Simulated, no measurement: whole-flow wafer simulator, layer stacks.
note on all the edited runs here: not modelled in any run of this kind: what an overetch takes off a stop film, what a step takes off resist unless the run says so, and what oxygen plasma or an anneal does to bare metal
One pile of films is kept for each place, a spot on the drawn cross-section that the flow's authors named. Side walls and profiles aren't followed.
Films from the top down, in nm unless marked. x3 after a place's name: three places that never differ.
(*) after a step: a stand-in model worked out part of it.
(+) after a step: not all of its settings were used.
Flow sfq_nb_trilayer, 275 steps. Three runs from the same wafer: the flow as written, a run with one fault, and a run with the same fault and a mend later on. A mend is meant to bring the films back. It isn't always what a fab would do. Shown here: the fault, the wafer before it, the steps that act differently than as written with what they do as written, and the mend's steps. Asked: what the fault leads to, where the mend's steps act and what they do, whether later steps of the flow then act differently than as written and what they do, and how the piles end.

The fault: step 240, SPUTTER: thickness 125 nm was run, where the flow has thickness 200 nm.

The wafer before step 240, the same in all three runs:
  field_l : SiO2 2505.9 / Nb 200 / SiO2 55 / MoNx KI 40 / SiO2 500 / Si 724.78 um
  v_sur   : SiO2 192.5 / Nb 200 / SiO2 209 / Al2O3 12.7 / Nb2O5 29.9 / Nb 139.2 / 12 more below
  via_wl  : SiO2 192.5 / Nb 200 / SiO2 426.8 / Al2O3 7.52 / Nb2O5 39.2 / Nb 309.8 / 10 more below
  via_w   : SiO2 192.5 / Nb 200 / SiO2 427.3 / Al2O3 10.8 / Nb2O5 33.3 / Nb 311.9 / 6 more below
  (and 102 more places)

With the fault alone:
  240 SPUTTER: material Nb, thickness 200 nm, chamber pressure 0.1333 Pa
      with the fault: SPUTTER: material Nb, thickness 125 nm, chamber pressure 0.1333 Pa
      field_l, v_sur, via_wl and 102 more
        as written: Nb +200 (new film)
        with the fault: Nb +125 (new film)
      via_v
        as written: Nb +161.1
        with the fault: Nb +100.5
  Later steps of the flow that act differently than as written (3 more steps differ only slightly, by at most 2% or 0.5 nm, whichever is larger, and aren't shown):
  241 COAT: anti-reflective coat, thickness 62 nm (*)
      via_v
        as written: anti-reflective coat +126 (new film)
        with the fault: anti-reflective coat +121.6 (new film)
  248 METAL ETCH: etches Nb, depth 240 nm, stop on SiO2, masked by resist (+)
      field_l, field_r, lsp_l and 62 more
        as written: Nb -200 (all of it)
        with the fault: Nb -125 (all of it)
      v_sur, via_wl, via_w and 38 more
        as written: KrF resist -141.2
        with the fault: KrF resist -110.3
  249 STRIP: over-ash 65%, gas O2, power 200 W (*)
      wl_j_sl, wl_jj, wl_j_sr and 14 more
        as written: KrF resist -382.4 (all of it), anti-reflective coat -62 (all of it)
        with the fault: KrF resist -413.3 (all of it), anti-reflective coat -62 (all of it)
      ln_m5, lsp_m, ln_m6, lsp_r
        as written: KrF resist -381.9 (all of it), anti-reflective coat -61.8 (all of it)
        with the fault: KrF resist -412.8 (all of it), anti-reflective coat -61.8 (all of it)
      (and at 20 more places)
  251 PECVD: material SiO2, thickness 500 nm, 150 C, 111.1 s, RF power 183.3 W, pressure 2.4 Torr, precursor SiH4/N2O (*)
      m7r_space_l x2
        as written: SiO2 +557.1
        with the fault: SiO2 +500
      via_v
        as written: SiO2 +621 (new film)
        with the fault: SiO2 +598.4 (new film)
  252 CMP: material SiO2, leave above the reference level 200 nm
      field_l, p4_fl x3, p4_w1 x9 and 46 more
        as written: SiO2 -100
        with the fault: SiO2 -175
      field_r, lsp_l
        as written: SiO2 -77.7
        with the fault: SiO2 -161
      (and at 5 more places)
  At the end the piles differ from the flow's by more than 2% or 0.5 nm, whichever is larger, at field_l, v_sur, via_wl and 103 more.
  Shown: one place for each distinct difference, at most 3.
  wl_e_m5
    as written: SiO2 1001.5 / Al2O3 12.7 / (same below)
    with the fault: SiO2 926.5 / Al2O3 12.7 / (same below)
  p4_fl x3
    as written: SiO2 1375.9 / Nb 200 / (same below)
    with the fault: SiO2 1300.9 / Nb 200 / (same below)
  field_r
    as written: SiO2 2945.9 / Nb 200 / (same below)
    with the fault: SiO2 2870.9 / Nb 200 / (same below)

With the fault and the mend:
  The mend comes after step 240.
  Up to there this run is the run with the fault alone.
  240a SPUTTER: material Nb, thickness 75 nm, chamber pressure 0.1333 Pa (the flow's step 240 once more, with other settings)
      field_l, v_sur, via_wl and 102 more
        Nb +75
      via_v
        Nb +57
  No later step of the flow acts differently than as written, at any place that is followed, by more than 2% or 0.5 nm, whichever is larger.
  At the end the piles differ from the flow's only slightly at the places that both follow, by at most 2% or 0.5 nm, whichever is larger.
